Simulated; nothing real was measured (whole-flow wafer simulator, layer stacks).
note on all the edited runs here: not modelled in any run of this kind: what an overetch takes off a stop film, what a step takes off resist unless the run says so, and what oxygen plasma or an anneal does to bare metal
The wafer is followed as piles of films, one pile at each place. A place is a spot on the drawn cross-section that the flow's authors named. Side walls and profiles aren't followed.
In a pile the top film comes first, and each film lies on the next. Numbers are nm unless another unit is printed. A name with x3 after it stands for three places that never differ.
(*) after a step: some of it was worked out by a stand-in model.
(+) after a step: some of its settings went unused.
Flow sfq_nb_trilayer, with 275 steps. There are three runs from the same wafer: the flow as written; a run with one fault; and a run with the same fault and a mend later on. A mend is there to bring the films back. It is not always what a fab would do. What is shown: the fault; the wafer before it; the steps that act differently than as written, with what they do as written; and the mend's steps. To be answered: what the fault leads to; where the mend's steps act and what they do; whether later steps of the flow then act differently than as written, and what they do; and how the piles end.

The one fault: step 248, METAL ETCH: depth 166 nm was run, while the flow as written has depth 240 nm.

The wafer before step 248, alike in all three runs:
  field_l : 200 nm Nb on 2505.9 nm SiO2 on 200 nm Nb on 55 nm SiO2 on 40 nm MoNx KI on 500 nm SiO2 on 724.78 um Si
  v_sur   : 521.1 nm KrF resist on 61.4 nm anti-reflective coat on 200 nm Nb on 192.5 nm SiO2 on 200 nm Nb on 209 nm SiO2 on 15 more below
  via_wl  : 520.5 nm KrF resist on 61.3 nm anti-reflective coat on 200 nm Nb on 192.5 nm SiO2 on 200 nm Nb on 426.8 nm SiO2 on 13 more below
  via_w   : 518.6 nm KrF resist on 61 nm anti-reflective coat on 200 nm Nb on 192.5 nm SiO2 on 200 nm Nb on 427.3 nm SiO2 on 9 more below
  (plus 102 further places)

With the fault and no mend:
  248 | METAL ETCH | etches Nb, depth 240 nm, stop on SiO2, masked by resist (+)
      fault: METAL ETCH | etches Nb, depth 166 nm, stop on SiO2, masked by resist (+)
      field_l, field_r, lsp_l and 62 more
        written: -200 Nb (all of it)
        fault: -166 Nb
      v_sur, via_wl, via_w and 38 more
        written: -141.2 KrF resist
        fault: -97.6 KrF resist
  Steps later in the flow that act otherwise than as written:
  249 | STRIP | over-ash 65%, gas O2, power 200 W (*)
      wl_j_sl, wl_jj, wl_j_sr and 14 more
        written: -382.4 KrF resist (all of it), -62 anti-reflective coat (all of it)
        fault: -425.9 KrF resist (all of it), -62 anti-reflective coat (all of it)
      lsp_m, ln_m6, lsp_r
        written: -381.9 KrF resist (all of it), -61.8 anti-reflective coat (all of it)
        fault: -425.5 KrF resist (all of it), -61.8 anti-reflective coat (all of it)
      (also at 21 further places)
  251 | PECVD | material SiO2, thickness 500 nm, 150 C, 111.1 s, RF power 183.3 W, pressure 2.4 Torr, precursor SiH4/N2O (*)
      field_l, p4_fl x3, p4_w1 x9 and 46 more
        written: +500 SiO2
        fault: +500 SiO2 (new film)
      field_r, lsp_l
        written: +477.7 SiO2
        fault: +481.5 SiO2 (new film)
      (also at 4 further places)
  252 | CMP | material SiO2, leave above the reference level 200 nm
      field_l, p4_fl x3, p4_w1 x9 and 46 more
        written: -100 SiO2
        fault: -134 SiO2
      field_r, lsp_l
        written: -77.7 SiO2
        fault: -115.5 SiO2
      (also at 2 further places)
  By the end, the piles at field_l, field_r, lsp_l and 62 more depart from the flow's by more than 2% or 0.5 nm, whichever is larger.
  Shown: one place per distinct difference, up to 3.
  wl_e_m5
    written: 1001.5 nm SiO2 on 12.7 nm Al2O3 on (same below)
    fault: 366 nm SiO2 on 34 nm Nb on 601.5 nm SiO2 on 12.7 nm Al2O3 on (same below)
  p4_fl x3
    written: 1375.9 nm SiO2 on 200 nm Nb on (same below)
    fault: 366 nm SiO2 on 34 nm Nb on 975.9 nm SiO2 on 200 nm Nb on (same below)
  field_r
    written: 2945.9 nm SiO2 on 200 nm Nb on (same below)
    fault: 366 nm SiO2 on 34 nm Nb on 2545.9 nm SiO2 on 200 nm Nb on (same below)

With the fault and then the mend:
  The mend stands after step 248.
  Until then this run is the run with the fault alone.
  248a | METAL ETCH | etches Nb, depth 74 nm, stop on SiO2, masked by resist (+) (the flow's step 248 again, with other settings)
      field_l, field_r, lsp_l and 62 more
        -34 Nb (all of it)
      v_sur, via_wl, via_w and 38 more
        -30 KrF resist
  Steps later in the flow that act otherwise than as written:
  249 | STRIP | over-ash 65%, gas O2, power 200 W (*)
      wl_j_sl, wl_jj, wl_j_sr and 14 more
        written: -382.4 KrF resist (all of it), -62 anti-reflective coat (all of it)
        mend: -395.9 KrF resist (all of it), -62 anti-reflective coat (all of it)
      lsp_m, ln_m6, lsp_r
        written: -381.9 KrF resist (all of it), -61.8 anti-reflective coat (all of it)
        mend: -395.5 KrF resist (all of it), -61.8 anti-reflective coat (all of it)
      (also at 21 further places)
  By the end, the piles equal the flow's at every place that both follow.
